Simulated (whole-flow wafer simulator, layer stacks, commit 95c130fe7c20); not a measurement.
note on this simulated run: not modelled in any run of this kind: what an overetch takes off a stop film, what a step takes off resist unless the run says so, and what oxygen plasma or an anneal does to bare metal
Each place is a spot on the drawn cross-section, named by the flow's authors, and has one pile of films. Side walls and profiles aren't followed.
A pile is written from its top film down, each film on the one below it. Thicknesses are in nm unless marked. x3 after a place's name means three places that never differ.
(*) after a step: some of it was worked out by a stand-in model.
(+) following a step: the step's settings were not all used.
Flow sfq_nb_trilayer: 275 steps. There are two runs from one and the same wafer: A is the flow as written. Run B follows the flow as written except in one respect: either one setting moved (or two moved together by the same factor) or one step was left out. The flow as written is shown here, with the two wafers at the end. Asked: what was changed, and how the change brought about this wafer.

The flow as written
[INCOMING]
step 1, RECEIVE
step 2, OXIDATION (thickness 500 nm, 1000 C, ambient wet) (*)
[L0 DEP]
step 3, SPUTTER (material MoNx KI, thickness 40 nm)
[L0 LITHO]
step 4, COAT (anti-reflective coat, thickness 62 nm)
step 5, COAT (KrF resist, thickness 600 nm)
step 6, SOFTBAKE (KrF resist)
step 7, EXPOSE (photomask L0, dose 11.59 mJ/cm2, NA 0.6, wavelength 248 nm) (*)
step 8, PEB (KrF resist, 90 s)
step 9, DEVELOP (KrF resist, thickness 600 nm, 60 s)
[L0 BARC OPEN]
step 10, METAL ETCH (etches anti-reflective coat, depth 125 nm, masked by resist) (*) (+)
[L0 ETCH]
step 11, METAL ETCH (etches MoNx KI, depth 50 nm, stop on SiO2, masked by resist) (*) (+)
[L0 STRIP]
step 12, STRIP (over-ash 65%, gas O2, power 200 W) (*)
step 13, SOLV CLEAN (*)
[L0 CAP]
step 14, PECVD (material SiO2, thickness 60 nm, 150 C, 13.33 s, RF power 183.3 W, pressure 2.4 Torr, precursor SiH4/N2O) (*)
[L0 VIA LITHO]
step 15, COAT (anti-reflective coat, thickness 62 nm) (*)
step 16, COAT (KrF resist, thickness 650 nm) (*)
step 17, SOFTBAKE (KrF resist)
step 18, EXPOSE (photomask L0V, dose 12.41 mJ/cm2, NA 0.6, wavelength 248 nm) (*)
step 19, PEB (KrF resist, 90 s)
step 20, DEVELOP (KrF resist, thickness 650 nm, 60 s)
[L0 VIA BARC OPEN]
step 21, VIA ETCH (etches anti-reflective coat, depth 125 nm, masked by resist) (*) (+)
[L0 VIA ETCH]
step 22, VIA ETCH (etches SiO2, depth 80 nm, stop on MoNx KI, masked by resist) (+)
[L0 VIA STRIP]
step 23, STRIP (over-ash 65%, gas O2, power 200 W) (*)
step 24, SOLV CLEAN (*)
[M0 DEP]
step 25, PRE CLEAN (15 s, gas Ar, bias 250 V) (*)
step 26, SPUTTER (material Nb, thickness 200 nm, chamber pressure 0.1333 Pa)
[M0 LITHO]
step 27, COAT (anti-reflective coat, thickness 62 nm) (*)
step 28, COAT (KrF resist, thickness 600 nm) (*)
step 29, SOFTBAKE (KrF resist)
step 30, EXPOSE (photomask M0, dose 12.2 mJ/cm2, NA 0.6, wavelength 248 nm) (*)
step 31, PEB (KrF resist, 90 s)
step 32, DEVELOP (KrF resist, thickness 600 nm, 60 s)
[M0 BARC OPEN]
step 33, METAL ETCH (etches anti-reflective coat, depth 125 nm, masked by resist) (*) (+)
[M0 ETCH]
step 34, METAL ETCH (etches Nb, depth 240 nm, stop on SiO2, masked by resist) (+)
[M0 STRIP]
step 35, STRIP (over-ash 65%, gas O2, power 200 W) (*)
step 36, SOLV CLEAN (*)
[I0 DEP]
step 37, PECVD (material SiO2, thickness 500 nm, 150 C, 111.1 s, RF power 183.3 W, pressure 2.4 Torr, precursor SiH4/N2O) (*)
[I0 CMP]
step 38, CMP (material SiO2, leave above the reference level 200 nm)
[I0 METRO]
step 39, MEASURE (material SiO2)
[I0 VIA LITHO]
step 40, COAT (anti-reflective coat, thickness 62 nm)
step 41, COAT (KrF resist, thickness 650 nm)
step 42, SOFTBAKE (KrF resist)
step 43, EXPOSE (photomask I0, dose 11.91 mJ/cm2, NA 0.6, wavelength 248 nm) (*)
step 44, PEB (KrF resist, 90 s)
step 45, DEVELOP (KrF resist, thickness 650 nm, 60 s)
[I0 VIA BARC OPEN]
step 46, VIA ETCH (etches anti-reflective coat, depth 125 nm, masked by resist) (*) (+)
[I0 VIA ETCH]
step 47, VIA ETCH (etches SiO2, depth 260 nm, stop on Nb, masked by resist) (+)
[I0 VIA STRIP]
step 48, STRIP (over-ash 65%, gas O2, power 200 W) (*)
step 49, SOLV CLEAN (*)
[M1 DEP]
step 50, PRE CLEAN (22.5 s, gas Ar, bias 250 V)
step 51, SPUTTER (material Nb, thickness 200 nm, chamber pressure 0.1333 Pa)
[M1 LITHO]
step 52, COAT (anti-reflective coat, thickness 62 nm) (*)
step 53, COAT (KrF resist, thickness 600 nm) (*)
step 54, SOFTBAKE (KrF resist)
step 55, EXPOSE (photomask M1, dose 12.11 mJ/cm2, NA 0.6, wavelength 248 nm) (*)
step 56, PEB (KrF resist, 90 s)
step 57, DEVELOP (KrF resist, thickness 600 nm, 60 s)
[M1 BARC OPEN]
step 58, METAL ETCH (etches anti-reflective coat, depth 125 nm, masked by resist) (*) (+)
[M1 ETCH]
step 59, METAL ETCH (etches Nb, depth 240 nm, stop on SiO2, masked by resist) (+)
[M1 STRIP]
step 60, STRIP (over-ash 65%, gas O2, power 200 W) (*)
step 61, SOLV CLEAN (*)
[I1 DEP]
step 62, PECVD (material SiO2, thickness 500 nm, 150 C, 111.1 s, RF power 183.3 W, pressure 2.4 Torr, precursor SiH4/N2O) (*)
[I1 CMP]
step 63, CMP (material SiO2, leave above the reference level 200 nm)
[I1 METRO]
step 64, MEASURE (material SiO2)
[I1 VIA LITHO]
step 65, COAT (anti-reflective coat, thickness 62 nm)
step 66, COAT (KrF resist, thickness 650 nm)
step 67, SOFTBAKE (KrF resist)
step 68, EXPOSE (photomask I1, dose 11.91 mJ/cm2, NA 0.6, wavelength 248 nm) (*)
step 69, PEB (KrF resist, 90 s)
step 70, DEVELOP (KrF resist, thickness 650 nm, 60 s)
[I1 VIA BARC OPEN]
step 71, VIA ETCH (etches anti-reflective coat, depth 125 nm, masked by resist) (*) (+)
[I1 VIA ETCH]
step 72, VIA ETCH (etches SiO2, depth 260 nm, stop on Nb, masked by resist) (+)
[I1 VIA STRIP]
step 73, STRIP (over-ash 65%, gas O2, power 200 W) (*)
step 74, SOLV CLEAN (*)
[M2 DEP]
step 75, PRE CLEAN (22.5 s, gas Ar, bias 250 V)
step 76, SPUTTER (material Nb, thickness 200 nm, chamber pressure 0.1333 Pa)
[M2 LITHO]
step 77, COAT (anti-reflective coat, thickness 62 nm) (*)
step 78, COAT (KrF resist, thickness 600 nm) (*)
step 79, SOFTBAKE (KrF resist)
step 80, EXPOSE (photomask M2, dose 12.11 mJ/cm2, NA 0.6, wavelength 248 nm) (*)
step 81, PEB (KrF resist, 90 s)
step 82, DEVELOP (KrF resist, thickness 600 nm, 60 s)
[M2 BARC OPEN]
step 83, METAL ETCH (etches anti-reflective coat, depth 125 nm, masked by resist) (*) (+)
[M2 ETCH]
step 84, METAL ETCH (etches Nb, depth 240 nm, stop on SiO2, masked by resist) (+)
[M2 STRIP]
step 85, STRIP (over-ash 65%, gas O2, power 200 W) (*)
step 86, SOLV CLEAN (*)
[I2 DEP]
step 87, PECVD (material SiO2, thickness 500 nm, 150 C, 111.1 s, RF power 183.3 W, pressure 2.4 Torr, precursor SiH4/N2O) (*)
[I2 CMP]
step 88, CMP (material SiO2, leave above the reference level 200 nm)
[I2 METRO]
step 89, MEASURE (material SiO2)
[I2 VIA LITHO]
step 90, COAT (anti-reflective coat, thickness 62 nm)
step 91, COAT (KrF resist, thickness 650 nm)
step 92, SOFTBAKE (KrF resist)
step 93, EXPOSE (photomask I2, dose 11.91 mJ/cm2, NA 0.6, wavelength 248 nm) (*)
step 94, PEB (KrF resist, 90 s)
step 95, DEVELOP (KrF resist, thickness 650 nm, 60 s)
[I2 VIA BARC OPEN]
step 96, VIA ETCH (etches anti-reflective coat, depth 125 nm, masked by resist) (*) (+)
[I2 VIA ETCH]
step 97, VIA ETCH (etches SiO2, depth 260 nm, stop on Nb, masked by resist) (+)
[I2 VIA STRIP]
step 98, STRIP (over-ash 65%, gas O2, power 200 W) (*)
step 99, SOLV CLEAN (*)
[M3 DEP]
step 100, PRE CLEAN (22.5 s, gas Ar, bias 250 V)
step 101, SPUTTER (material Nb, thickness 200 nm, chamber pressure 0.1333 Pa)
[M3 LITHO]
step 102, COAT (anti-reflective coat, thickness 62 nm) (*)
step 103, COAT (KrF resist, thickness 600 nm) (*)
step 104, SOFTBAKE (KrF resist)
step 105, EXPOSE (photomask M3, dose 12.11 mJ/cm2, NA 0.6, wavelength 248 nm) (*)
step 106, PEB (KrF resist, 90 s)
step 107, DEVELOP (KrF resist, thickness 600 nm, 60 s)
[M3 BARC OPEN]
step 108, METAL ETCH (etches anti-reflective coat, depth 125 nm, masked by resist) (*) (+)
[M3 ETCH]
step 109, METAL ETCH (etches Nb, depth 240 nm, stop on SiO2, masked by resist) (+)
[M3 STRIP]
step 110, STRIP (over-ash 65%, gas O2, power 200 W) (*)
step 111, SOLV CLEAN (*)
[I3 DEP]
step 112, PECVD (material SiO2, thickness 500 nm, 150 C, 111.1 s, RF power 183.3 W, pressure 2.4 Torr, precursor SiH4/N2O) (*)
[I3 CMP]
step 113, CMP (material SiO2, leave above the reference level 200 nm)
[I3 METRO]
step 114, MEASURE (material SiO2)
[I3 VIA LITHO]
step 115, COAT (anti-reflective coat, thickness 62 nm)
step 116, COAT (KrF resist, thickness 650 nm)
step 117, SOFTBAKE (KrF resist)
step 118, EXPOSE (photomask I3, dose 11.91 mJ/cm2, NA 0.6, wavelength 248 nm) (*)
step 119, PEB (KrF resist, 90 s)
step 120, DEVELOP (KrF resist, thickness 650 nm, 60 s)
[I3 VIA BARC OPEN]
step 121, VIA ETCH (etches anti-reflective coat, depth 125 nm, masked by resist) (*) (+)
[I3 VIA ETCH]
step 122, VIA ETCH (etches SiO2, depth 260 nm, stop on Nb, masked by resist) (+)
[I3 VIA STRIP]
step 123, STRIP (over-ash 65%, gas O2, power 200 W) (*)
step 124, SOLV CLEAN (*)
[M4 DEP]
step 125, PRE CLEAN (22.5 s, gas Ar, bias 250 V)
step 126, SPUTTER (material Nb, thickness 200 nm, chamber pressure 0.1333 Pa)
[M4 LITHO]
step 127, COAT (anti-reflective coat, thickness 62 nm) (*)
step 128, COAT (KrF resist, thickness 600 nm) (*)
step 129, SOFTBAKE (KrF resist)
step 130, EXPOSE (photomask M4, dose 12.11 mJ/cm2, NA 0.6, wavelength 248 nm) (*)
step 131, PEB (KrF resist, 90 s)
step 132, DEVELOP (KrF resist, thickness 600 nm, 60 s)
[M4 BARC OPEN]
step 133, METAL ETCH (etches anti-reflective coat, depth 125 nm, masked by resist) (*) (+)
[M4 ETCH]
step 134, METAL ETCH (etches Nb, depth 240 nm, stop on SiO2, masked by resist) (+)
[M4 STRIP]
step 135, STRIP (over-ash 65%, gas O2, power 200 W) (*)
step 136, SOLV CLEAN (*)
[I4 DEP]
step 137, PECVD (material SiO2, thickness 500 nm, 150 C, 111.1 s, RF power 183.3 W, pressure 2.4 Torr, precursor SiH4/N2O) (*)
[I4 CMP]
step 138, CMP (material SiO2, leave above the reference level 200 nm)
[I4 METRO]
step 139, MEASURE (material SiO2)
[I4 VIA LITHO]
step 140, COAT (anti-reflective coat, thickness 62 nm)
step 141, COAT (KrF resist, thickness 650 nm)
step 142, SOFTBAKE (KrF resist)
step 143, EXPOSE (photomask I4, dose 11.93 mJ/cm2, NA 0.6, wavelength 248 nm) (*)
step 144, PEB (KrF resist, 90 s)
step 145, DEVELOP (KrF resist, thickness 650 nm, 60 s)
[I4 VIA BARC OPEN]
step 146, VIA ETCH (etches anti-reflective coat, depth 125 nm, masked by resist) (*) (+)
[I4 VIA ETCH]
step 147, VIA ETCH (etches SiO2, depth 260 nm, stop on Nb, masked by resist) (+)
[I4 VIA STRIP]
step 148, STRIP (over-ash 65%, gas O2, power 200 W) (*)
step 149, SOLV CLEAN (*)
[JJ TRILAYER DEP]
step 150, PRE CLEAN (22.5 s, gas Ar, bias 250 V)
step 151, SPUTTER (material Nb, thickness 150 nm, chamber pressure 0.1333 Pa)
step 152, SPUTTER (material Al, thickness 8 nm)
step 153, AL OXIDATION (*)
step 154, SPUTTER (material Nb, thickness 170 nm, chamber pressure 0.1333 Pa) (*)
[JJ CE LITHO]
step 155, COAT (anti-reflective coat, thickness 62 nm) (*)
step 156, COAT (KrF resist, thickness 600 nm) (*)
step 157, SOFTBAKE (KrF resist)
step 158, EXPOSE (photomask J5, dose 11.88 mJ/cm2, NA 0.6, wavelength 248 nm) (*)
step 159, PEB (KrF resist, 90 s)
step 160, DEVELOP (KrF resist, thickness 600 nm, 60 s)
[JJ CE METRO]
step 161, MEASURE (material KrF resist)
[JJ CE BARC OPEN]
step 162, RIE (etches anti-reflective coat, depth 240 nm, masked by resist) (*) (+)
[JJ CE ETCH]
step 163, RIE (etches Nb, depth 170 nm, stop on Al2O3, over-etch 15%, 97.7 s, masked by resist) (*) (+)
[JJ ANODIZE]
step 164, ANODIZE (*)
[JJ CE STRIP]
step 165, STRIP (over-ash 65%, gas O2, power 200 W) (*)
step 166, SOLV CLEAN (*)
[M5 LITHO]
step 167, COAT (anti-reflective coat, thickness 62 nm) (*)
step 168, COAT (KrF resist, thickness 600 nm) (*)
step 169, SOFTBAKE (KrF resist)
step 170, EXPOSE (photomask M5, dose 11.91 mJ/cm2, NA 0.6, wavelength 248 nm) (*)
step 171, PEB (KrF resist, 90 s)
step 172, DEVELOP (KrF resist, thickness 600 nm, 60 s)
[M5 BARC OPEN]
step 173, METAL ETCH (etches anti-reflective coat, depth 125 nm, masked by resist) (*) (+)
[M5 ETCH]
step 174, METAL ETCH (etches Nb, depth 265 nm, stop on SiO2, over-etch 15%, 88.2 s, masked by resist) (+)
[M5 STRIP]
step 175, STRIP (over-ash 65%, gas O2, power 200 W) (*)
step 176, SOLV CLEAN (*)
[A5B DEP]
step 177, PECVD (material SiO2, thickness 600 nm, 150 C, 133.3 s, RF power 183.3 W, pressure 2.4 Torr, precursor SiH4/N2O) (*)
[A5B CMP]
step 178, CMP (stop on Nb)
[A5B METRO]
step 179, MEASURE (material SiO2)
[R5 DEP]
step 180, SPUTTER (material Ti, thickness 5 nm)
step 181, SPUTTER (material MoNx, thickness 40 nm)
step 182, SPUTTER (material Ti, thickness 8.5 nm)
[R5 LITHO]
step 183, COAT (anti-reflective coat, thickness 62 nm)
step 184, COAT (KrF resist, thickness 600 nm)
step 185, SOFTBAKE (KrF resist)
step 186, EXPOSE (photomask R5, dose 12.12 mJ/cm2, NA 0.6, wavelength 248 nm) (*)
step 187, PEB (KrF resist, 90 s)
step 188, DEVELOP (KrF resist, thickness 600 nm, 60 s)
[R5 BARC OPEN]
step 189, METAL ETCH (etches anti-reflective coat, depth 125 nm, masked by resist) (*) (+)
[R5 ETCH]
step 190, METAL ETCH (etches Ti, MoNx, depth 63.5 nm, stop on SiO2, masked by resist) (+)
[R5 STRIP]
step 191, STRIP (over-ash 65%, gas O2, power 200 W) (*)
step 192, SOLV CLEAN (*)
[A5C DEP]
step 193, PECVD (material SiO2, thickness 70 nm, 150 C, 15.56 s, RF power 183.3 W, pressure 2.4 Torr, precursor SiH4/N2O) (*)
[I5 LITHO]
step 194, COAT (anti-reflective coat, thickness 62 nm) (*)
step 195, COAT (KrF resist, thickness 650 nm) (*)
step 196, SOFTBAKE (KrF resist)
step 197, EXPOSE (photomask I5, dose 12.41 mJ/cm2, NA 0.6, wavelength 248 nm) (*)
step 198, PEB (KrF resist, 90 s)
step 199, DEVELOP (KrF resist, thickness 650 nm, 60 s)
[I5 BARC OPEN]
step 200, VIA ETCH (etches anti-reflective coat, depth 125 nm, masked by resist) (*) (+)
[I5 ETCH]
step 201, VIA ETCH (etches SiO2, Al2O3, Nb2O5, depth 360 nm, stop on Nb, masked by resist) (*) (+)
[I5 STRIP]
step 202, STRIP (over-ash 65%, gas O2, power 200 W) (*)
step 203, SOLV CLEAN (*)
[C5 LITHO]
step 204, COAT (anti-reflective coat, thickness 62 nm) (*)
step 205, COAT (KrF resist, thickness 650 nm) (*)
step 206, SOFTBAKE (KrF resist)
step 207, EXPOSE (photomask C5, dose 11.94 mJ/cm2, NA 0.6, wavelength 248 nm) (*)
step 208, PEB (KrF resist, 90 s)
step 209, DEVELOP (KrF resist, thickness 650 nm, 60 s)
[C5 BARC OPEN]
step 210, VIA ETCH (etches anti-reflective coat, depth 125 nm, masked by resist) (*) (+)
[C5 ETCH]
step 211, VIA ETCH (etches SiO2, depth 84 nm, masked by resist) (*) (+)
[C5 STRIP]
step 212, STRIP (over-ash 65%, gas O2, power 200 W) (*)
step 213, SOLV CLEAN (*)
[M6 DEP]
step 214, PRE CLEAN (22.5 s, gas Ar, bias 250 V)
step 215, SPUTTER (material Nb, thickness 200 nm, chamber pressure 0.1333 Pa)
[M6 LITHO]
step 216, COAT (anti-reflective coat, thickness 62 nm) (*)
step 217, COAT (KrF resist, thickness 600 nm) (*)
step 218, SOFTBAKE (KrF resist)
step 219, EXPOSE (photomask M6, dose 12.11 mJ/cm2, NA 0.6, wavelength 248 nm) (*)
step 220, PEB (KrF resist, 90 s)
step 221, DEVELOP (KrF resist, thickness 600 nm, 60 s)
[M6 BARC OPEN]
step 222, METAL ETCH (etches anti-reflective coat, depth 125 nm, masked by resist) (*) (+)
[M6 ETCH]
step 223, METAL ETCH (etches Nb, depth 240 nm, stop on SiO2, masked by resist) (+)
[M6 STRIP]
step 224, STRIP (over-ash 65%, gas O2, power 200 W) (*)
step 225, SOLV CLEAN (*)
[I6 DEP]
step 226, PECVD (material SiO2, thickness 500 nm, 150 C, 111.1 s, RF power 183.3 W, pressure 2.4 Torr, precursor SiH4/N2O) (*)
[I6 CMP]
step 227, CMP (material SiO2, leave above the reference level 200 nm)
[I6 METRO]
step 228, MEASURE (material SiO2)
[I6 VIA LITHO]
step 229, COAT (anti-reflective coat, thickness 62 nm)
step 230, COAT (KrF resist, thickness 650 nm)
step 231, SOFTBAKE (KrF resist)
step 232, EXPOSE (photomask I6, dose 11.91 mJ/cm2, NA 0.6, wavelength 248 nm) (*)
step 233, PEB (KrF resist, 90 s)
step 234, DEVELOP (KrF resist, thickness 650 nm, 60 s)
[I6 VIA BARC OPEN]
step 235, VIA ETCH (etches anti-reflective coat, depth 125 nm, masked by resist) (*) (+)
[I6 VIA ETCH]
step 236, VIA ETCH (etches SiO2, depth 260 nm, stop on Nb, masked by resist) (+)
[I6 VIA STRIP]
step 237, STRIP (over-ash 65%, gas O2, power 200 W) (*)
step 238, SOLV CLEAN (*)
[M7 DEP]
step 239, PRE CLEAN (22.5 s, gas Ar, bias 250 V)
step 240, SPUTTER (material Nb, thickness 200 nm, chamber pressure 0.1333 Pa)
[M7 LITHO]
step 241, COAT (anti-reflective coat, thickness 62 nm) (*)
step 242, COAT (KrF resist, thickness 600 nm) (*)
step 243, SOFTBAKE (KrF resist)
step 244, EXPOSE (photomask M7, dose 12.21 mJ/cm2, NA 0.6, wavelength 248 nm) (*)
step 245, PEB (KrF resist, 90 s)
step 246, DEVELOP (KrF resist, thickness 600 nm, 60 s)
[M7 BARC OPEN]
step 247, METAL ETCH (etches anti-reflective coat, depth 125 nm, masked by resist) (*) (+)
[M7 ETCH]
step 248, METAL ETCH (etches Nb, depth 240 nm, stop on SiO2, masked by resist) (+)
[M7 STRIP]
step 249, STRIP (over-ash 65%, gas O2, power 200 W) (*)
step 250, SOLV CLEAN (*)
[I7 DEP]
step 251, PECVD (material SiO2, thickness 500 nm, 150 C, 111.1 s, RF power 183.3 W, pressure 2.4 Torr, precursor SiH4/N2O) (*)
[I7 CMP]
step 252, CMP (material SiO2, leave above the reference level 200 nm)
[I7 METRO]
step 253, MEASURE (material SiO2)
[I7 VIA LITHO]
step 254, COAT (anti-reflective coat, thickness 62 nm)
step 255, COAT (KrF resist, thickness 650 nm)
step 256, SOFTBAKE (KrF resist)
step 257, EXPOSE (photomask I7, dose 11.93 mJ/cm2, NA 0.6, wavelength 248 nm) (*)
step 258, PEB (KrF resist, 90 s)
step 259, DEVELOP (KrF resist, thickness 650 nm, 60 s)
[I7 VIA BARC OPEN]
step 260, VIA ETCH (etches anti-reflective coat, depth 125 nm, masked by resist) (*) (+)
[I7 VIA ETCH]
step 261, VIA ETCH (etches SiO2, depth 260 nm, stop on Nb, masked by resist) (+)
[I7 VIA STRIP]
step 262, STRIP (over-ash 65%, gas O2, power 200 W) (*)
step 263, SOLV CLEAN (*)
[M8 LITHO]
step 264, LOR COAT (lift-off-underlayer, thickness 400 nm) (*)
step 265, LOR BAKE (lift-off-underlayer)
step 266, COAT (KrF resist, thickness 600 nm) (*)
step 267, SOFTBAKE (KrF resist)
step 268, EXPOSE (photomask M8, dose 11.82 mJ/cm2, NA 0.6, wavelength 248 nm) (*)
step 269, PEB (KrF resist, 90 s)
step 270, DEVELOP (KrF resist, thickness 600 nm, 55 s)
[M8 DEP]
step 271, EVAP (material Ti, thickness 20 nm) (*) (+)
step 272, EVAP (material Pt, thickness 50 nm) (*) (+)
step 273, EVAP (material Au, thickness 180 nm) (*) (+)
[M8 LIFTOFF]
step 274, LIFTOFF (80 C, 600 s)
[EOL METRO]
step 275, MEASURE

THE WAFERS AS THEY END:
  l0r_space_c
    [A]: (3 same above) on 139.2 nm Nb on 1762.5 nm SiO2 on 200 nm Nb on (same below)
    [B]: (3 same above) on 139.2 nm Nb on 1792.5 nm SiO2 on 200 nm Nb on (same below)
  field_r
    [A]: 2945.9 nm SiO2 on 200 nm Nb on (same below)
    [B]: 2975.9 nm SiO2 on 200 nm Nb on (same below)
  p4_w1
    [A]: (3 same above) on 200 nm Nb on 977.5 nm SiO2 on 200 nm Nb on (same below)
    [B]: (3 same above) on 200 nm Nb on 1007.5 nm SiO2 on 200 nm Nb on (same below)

Cause: step 88, CMP: leave above the reference level 230 nm was run, while the flow as written has leave above the reference level 200 nm.

Step by step, how the change led to this:
  step 88, CMP (material SiO2, leave above the reference level 200 nm)
      field_l, be, be_sur and 81 more: A -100 SiO2 | B -70 SiO2
      v_sur, via_wl, via_w and 18 more: A -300 SiO2 | B -270 SiO2
      (and at 1 other place as well)
  step 97, VIA ETCH (etches SiO2, depth 260 nm, stop on Nb, masked by resist) (+)
      via_w: A -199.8 SiO2 (all of it) | B -229.8 SiO2 (all of it)
  step 101, SPUTTER (material Nb, thickness 200 nm, chamber pressure 0.1333 Pa)
      via_w: A +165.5 Nb | B +159.1 Nb
  step 102, COAT (anti-reflective coat, thickness 62 nm) (*)
      via_wl, via_wr: A +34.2 anti-reflective coat (new film) | B +33.3 anti-reflective coat (new film)
      via_w: A +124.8 anti-reflective coat (new film) | B +131.2 anti-reflective coat (new film)
  step 103, COAT (KrF resist, thickness 600 nm) (*)
      via_w: A +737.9 KrF resist (new film) | B +762.9 KrF resist (new film)
  step 110, STRIP (over-ash 65%, gas O2, power 200 W) (*)
      via_wl, via_wr: A -384.2 KrF resist (all of it), -34.2 anti-reflective coat (all of it) | B -381.2 KrF resist (all of it), -33.3 anti-reflective coat (all of it)
      via_w: A -520 KrF resist (all of it), -124.8 anti-reflective coat (all of it) | B -544.9 KrF resist (all of it), -131.2 anti-reflective coat (all of it)
  step 112, PECVD (material SiO2, thickness 500 nm, 150 C, 111.1 s, RF power 183.3 W, pressure 2.4 Torr, precursor SiH4/N2O) (*)
      via_w: A +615 SiO2 (new film) | B +651.5 SiO2 (new film)
